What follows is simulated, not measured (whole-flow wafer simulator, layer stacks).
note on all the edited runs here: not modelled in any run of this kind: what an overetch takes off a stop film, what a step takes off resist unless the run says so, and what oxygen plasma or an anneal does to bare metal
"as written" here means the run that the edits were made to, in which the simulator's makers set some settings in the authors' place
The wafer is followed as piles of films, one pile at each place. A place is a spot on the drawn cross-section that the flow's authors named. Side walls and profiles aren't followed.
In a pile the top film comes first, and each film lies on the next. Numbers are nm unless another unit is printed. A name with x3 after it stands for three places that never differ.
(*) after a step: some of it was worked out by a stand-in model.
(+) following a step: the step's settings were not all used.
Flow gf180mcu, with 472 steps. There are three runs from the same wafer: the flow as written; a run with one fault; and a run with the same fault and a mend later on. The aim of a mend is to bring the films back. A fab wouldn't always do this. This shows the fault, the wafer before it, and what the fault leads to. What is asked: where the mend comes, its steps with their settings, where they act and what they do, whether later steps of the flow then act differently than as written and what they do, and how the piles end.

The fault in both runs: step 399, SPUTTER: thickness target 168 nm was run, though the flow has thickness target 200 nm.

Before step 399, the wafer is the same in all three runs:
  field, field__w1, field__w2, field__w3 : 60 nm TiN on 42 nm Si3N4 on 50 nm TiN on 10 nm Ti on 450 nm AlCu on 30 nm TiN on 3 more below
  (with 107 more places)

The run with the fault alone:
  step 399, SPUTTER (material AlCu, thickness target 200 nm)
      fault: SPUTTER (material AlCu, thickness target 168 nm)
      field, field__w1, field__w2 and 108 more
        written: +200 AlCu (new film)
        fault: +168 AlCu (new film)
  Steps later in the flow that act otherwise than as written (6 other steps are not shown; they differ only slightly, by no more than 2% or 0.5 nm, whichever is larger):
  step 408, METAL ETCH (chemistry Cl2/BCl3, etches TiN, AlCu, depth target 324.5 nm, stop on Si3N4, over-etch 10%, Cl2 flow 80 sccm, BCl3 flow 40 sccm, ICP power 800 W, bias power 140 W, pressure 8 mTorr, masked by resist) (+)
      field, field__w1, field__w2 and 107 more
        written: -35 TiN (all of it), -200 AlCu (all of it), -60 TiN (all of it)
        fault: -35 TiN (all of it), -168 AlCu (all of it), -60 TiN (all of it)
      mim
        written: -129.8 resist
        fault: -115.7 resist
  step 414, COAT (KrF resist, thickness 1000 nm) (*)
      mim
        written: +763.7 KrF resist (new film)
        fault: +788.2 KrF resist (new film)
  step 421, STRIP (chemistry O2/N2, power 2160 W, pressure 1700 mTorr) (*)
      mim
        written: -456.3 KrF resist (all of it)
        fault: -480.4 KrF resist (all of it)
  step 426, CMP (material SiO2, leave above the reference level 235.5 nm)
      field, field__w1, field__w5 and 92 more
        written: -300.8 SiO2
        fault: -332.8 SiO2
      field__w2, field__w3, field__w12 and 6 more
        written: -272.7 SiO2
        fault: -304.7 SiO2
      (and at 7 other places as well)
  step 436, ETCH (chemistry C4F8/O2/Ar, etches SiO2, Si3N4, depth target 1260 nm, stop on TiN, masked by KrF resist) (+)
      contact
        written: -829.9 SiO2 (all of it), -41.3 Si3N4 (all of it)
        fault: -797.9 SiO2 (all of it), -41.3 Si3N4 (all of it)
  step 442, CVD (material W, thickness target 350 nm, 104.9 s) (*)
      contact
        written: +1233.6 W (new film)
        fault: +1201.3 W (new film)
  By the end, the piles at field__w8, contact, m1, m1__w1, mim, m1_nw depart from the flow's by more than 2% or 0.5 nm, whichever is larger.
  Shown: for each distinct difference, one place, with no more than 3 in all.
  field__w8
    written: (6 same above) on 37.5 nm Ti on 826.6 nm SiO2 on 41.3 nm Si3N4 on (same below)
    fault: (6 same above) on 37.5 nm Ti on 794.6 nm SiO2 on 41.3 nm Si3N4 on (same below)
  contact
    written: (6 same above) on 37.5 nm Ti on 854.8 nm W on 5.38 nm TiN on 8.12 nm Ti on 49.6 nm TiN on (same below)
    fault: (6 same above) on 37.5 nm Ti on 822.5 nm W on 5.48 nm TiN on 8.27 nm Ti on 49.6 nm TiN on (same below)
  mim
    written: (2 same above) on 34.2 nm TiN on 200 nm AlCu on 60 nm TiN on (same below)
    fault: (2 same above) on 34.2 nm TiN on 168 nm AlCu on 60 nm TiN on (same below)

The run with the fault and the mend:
  The mend stands after step 399.
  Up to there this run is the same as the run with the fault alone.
  step 399a, SPUTTER (material AlCu, thickness target 32 nm) (the flow's step 399 again, with other settings)
      field, field__w1, field__w2 and 108 more
        +32 AlCu
  Later steps of the flow that are run all act as written at every place that is followed.
  The piles end the same as the flow's at every place that both follow.
